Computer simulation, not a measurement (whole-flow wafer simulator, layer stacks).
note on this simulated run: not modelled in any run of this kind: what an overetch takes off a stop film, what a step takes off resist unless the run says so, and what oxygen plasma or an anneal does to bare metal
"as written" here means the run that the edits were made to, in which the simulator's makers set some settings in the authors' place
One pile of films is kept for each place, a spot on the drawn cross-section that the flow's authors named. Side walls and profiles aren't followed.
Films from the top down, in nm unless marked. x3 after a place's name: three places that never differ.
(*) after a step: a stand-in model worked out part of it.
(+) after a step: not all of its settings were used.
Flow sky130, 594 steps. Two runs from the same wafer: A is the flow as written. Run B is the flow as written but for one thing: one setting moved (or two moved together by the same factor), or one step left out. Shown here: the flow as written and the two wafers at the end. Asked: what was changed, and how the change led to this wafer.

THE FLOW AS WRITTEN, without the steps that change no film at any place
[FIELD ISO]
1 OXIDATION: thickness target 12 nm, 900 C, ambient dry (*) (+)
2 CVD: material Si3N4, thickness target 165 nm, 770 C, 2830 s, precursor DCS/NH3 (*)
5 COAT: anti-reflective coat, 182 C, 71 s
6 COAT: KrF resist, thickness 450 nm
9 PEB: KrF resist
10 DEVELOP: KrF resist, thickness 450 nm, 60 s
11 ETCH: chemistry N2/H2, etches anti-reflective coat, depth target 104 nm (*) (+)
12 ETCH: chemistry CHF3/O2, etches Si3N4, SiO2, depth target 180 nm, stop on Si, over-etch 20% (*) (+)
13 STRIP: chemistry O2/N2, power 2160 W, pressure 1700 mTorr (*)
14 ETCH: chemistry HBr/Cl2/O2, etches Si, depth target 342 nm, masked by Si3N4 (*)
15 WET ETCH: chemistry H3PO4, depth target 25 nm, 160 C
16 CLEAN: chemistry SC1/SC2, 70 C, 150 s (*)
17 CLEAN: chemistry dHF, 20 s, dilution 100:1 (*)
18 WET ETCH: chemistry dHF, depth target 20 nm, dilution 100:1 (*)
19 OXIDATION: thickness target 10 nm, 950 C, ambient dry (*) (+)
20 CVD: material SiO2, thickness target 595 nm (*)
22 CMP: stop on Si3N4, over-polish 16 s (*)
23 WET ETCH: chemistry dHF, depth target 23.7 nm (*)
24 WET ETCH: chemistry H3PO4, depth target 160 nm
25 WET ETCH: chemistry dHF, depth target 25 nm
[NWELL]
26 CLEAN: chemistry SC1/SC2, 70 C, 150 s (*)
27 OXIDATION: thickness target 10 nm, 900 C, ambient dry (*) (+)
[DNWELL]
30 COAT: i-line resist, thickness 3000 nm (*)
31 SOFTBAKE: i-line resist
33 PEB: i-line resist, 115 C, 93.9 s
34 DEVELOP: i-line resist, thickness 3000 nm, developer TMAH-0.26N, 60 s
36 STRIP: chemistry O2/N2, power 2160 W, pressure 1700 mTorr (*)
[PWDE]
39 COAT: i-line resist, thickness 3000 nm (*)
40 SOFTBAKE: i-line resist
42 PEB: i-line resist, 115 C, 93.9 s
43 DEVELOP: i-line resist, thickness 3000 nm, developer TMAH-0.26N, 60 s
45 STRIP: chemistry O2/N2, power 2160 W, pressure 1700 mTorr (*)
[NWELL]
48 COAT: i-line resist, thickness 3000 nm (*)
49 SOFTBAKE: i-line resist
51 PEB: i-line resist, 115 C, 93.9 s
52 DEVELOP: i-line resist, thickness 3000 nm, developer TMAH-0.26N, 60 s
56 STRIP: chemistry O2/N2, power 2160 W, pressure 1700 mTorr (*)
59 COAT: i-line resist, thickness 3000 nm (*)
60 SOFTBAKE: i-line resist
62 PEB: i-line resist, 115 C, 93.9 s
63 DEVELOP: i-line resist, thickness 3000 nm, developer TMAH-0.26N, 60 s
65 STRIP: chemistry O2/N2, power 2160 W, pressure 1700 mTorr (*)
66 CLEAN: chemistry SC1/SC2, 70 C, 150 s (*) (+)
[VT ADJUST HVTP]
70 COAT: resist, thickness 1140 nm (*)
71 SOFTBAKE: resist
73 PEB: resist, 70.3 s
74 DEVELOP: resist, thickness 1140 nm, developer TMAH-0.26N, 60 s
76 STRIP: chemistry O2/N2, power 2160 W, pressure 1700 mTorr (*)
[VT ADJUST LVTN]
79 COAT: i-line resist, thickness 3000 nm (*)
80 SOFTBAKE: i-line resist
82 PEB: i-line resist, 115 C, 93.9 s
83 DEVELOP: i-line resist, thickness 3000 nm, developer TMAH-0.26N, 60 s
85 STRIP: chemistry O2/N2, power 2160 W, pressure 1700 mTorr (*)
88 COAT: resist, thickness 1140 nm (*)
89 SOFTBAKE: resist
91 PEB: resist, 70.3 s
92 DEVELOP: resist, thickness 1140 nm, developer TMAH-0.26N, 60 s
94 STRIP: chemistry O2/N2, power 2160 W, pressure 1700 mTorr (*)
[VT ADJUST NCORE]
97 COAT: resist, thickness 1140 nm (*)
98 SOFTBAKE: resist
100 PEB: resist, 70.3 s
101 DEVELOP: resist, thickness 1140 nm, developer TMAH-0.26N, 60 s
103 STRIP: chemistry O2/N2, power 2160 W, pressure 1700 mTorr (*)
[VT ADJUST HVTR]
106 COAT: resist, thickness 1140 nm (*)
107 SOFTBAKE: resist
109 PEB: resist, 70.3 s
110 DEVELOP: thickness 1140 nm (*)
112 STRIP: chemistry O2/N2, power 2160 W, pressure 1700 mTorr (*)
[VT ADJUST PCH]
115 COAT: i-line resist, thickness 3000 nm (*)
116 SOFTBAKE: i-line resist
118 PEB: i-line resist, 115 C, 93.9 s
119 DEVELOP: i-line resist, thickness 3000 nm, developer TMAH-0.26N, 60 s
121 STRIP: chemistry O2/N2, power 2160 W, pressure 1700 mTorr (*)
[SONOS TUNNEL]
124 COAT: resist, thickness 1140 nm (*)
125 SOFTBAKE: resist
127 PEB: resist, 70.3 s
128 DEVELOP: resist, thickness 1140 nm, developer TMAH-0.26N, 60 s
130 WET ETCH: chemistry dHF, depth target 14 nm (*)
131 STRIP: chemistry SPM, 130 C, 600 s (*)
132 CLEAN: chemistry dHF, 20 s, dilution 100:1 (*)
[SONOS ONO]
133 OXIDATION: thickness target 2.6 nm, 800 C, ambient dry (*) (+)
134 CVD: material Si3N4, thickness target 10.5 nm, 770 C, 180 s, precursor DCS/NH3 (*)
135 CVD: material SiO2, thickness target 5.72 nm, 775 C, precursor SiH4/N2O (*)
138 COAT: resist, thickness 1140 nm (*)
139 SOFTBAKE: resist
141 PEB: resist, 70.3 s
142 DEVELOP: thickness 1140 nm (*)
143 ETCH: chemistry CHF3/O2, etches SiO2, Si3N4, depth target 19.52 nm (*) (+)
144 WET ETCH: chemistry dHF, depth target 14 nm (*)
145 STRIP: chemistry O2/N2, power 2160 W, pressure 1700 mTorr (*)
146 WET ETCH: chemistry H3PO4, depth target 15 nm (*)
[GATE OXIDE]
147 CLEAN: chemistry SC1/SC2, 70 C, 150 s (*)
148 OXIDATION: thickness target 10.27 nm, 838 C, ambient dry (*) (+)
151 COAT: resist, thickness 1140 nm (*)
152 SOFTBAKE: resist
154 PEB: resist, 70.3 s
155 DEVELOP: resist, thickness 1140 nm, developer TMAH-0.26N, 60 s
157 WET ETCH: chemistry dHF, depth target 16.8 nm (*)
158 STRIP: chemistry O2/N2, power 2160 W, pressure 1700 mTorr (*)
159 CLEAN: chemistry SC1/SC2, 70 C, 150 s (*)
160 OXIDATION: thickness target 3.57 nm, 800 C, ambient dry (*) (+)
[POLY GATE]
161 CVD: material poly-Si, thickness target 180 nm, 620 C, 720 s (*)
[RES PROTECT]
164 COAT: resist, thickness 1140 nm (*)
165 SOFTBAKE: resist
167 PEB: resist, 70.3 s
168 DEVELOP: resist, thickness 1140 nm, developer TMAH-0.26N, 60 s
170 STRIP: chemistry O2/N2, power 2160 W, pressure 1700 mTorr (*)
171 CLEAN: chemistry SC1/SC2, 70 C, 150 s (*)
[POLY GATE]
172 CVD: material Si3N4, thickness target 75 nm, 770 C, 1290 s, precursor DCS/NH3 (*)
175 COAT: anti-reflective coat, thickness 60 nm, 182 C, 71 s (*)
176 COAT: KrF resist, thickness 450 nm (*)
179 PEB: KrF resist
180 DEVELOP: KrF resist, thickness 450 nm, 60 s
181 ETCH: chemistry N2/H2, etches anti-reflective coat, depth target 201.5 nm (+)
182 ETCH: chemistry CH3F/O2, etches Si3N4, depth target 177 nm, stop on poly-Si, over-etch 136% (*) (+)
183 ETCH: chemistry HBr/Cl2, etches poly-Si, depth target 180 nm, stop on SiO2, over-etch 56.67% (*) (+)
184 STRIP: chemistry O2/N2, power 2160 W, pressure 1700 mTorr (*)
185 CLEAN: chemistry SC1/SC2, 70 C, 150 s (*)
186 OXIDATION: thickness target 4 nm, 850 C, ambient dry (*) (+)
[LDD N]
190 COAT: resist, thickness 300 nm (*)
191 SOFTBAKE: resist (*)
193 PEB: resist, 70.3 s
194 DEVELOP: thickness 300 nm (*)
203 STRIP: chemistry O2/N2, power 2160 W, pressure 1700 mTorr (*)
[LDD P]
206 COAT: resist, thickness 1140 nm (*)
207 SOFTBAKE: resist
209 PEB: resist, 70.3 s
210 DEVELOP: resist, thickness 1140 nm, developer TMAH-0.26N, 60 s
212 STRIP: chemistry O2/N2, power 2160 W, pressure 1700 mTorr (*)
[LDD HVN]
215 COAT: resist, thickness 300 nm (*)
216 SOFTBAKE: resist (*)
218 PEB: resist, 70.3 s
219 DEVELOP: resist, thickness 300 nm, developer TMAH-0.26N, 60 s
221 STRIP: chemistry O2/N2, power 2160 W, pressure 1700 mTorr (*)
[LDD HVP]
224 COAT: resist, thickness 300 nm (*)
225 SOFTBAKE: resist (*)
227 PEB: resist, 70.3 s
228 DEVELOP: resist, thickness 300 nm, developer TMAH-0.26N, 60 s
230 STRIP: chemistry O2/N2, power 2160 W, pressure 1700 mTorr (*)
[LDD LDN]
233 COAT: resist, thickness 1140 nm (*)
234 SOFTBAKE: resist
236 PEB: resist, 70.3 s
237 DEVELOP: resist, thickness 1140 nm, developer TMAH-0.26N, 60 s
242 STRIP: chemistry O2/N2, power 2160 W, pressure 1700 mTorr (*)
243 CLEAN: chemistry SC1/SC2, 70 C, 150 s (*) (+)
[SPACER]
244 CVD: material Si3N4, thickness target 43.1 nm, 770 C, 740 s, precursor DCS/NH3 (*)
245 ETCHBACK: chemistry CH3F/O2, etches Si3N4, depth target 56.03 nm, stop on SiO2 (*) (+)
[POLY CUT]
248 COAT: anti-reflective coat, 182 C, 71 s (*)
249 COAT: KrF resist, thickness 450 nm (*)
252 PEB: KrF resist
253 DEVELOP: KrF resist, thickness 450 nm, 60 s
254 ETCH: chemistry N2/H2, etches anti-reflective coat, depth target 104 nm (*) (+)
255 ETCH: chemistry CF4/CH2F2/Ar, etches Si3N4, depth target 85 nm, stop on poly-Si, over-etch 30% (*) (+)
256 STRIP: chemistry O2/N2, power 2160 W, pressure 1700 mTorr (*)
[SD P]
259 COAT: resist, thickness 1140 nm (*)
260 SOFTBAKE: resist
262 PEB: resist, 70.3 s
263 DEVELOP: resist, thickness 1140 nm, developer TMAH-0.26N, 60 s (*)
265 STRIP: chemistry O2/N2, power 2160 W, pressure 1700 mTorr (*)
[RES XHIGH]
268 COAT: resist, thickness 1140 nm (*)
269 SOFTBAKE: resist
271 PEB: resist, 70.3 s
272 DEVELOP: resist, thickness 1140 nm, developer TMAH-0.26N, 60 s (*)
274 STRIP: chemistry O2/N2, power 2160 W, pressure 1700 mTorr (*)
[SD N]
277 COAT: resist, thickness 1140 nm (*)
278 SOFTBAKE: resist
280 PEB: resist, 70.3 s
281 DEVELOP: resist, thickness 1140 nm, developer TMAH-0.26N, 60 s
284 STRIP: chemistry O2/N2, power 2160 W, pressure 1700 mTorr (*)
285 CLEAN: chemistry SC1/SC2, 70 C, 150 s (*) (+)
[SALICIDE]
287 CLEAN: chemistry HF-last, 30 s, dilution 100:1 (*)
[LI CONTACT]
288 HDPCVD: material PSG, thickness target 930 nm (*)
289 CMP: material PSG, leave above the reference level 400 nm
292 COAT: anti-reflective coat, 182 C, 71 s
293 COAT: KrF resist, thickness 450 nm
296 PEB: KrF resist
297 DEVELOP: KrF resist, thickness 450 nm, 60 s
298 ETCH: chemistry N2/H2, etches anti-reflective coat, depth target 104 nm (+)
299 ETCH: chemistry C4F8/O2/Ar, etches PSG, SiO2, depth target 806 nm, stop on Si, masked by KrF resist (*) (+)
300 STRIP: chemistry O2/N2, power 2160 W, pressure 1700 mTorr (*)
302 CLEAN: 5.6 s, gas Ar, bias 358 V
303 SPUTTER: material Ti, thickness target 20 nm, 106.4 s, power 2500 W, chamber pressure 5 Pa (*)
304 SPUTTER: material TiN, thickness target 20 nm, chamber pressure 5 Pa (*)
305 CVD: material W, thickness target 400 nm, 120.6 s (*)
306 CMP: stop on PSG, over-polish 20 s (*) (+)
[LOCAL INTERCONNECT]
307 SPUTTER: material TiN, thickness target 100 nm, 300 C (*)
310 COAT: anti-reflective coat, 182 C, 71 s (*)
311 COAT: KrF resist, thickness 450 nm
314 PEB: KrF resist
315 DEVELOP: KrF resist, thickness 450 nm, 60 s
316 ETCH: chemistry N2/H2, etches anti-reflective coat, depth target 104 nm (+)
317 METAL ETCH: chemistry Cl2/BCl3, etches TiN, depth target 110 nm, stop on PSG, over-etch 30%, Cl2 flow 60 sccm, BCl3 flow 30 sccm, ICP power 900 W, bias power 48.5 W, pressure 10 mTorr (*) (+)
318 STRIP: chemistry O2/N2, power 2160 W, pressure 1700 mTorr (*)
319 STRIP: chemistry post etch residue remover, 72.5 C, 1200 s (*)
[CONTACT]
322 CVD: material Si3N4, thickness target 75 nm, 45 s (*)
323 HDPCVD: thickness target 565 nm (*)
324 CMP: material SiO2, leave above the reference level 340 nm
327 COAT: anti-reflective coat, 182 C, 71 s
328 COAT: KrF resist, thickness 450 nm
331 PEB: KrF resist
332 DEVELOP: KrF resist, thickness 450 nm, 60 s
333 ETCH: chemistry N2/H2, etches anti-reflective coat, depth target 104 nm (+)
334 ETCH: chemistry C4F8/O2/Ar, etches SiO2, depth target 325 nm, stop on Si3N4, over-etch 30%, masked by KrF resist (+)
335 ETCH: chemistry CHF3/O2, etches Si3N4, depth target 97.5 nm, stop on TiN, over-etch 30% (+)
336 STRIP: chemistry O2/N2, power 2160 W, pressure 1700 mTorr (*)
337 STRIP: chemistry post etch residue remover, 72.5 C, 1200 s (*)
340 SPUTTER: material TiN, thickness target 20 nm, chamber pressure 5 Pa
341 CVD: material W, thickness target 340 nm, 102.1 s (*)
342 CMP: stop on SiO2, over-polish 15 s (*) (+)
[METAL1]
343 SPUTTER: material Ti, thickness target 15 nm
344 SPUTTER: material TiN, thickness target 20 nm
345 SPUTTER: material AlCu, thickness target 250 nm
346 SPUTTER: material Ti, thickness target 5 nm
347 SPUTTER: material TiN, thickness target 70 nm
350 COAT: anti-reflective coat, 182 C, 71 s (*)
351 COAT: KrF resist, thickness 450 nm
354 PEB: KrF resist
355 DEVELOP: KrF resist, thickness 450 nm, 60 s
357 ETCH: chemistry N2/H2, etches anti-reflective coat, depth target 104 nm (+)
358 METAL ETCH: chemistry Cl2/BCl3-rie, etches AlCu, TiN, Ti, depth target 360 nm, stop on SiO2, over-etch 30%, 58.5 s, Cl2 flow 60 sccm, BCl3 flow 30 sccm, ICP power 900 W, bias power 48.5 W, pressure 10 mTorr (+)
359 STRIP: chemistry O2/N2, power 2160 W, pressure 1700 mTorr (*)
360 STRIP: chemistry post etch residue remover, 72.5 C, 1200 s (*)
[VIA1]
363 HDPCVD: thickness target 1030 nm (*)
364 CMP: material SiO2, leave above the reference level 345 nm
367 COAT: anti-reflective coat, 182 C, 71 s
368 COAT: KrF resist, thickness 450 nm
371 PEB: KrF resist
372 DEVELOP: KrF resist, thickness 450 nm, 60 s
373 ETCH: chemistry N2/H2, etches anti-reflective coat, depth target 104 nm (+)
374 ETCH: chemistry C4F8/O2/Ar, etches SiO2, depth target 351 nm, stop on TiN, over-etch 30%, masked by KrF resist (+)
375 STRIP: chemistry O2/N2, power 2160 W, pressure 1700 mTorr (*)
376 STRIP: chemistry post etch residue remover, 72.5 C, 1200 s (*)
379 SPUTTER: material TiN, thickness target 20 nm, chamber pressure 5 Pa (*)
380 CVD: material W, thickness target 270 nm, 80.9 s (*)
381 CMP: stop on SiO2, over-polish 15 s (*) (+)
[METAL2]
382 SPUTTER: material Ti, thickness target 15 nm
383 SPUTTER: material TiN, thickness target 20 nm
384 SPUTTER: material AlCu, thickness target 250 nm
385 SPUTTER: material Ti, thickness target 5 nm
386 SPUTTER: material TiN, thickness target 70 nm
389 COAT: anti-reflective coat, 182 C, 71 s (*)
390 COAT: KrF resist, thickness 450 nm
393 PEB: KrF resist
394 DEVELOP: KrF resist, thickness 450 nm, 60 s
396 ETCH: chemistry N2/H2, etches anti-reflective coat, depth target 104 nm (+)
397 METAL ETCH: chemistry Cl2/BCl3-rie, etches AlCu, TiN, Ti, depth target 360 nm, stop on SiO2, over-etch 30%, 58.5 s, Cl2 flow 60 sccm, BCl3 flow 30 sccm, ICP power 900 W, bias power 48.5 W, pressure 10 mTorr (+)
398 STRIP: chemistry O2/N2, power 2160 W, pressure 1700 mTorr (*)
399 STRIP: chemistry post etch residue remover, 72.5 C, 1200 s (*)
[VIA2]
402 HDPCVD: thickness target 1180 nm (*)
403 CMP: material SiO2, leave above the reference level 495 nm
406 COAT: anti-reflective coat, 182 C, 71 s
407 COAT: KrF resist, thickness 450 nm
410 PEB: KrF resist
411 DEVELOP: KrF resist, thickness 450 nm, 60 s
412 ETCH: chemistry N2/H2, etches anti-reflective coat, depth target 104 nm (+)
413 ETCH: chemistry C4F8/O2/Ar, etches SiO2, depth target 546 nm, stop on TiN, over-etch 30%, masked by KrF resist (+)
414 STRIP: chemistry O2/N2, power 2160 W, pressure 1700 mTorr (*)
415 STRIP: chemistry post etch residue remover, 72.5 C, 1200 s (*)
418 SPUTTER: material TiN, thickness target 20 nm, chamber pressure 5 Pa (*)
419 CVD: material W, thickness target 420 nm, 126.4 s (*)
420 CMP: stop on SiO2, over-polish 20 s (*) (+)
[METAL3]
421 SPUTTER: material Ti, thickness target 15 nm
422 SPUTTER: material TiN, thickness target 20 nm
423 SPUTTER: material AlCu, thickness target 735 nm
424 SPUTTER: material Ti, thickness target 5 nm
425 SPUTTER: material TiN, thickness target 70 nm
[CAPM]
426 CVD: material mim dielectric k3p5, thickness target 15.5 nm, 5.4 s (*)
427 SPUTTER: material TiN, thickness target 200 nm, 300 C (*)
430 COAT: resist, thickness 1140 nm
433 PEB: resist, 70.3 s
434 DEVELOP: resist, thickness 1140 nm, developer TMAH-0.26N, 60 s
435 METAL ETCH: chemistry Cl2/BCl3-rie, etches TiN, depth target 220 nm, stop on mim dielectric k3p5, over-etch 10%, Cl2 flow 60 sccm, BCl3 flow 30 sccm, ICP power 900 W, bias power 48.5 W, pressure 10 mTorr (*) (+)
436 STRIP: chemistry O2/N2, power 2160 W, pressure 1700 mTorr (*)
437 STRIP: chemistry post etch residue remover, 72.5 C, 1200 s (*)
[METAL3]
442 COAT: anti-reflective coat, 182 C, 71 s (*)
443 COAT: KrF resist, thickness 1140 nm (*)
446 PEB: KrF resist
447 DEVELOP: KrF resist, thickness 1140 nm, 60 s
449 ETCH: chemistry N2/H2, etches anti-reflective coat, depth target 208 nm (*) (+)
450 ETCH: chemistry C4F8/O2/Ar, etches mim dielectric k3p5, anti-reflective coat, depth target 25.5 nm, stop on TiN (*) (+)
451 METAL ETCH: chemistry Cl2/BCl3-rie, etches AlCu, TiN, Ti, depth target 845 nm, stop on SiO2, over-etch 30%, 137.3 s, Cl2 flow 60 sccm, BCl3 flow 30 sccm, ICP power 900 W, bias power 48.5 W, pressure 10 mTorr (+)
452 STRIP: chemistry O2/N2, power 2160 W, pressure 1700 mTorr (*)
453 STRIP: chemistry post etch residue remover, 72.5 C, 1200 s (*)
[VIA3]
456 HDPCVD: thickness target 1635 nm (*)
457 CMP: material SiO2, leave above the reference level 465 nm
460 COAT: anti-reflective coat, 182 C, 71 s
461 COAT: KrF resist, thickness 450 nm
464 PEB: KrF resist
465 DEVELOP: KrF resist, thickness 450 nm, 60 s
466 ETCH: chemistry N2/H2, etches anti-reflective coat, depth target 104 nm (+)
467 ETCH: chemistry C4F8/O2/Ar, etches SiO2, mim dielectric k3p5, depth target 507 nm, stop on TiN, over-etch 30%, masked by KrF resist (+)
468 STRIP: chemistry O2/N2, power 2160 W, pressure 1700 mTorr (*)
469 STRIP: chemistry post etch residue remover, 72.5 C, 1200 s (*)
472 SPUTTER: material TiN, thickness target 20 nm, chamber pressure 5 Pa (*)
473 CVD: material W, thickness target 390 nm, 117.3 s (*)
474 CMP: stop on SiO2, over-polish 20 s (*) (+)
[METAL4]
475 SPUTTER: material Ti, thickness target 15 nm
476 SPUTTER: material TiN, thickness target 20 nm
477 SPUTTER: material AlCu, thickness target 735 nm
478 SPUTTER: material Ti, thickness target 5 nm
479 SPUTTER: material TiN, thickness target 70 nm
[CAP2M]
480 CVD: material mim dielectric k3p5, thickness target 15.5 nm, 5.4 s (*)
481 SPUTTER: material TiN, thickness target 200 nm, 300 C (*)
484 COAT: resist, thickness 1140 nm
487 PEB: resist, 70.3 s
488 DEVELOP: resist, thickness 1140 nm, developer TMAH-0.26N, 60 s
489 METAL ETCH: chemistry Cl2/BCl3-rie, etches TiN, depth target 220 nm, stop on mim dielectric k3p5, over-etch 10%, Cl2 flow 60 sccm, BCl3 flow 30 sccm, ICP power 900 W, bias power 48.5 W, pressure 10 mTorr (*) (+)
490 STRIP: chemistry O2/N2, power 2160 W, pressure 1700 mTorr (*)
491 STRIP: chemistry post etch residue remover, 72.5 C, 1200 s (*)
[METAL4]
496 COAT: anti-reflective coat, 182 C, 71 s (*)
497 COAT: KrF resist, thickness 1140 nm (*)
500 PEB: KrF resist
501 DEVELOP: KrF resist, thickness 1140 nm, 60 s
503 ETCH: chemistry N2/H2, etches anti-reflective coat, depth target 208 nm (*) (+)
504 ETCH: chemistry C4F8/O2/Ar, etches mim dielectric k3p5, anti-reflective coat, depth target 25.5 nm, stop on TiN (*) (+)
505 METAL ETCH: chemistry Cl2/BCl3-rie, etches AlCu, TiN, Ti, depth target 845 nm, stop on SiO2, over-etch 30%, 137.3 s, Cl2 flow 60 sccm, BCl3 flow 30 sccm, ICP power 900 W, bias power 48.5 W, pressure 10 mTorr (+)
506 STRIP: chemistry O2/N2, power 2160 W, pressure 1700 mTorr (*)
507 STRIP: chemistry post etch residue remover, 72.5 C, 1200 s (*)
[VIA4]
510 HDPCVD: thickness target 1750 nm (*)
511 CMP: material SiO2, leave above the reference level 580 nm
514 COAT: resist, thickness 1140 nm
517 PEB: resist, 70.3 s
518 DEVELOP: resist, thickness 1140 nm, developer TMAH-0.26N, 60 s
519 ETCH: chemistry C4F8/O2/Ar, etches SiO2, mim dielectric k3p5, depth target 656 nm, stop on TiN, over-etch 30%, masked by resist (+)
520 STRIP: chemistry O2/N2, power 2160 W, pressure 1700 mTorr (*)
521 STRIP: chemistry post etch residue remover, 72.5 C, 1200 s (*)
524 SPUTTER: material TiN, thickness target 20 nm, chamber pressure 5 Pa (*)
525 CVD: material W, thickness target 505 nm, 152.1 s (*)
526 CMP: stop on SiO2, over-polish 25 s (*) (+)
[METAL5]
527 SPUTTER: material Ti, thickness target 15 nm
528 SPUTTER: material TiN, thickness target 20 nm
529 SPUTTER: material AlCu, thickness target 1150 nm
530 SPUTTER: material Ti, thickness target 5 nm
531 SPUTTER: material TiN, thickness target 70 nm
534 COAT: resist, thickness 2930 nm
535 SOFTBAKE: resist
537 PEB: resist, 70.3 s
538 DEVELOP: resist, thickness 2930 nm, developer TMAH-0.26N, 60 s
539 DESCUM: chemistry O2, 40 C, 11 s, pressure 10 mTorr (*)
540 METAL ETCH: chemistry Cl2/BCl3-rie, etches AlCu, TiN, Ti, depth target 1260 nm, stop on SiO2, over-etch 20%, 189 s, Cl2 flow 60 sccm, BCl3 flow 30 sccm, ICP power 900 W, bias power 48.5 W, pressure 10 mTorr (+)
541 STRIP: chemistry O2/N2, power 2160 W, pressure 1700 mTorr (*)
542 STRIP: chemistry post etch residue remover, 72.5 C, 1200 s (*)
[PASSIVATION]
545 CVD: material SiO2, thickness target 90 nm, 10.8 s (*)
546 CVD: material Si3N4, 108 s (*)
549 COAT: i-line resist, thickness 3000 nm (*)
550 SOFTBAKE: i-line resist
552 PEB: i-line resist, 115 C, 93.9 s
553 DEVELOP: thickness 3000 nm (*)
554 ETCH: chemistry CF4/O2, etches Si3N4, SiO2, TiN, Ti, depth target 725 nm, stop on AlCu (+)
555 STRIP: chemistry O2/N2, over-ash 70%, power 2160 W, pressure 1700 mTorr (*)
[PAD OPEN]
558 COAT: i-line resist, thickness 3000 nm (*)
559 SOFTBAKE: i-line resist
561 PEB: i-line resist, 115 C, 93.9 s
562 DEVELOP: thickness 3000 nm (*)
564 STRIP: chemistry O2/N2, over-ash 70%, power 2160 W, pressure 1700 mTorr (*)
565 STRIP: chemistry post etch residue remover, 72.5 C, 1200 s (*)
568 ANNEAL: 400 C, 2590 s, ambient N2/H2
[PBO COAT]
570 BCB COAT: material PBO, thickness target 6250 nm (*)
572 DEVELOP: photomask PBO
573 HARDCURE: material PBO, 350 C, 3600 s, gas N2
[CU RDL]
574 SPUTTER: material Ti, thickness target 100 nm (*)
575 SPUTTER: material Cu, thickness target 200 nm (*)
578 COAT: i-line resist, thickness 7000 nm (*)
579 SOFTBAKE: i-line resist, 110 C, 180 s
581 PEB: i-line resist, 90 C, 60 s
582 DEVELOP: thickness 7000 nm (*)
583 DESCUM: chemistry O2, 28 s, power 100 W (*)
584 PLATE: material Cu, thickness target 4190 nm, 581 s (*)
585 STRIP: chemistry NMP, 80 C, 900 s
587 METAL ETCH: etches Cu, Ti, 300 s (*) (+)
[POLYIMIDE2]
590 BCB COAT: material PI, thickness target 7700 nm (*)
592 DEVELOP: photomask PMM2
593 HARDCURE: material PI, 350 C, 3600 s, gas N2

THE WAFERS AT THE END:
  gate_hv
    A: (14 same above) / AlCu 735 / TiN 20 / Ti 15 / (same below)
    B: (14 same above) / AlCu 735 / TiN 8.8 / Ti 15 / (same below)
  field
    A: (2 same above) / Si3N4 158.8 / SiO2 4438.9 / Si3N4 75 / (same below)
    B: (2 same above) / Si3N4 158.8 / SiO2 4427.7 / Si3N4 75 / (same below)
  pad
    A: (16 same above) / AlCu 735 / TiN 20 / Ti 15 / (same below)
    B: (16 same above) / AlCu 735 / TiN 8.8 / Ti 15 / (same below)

The cause: step 422, SPUTTER: thickness target 8.8 nm was run, where the flow has thickness target 20 nm.
It can be read off the wafer: gate_hv has TiN 8.8, and step 422 as written asks for 20 nm.

How the change led to this, step by step:
  422 SPUTTER: material TiN, thickness target 20 nm
      field, active, n_well and 188 more: A TiN +20 (new film) | B TiN +8.8 (new film)
  451 METAL ETCH: chemistry Cl2/BCl3-rie, etches AlCu, TiN, Ti, depth target 845 nm, stop on SiO2, over-etch 30%, 137.3 s, Cl2 flow 60 sccm, BCl3 flow 30 sccm, ICP power 900 W, bias power 48.5 W, pressure 10 mTorr (+)
      field, gate, spacer and 68 more: A TiN -70 (all of it), Ti -5 (all of it), AlCu -735 (all of it), TiN -20 (all of it), Ti -15 (all of it), SiO2 -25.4 | B TiN -70 (all of it), Ti -5 (all of it), AlCu -735 (all of it), TiN -8.8 (all of it), Ti -15 (all of it), SiO2 -26.5
      active, vpp_ln, vpp_iso2 and 11 more: A TiN -70 (all of it), Ti -5 (all of it), AlCu -735 (all of it), TiN -20 (all of it), Ti -15 (all of it), SiO2 -25.3 | B TiN -70 (all of it), Ti -5 (all of it), AlCu -735 (all of it), TiN -8.8 (all of it), Ti -15 (all of it), SiO2 -26.5
  457 CMP: material SiO2, leave above the reference level 465 nm
      field, active, gate and 82 more: A SiO2 -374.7 | B SiO2 -384.7
